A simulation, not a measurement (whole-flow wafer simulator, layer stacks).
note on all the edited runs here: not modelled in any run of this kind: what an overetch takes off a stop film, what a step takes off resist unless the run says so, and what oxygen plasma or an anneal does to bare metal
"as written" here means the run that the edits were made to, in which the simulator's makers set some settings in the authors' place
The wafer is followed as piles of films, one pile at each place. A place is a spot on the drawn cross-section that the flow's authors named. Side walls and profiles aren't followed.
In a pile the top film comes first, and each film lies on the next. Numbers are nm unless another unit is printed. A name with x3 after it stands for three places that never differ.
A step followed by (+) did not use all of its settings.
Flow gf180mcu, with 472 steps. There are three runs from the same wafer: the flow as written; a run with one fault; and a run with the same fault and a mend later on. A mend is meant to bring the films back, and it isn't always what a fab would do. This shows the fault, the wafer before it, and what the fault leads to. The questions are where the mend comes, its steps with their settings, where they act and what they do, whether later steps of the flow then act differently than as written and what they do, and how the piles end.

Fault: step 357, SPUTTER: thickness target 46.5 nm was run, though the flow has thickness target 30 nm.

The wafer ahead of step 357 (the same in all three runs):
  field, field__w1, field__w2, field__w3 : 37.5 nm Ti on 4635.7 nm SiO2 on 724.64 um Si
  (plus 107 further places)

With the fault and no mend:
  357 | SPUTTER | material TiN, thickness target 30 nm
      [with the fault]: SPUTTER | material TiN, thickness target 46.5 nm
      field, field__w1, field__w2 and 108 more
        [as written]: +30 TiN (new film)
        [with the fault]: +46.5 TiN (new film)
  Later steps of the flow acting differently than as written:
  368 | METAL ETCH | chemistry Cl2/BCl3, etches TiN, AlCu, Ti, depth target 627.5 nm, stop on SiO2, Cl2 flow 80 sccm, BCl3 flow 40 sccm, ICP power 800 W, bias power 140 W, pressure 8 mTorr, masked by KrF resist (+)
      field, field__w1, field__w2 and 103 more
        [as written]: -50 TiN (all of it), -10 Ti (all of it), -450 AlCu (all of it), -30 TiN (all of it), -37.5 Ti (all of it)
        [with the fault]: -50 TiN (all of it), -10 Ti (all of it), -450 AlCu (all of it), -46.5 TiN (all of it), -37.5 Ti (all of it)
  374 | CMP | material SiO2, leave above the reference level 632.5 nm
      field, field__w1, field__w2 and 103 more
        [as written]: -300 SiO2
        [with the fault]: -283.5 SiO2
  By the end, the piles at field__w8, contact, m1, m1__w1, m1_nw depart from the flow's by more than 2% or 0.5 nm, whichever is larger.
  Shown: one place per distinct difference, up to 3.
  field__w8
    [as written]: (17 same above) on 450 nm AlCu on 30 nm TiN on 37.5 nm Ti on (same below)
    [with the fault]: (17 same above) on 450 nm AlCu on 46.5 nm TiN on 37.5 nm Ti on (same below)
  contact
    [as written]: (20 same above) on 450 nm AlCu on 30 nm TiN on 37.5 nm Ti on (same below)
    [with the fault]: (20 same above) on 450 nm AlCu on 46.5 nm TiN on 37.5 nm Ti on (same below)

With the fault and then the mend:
  After step 357 comes the mend.
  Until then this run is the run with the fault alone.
  357a | METAL ETCH | chemistry Cl2/BCl3, etches TiN, AlCu, Ti, depth target 16.5 nm, Cl2 flow 80 sccm, BCl3 flow 40 sccm, ICP power 800 W, bias power 140 W, pressure 8 mTorr (a further turn of the flow's step 260, with different settings)
      field, field__w1, field__w2 and 108 more
        -16.5 TiN
  Later steps of the flow that are run all act as written at every place that is followed.
  The piles end the same as the flow's at every place that both follow.
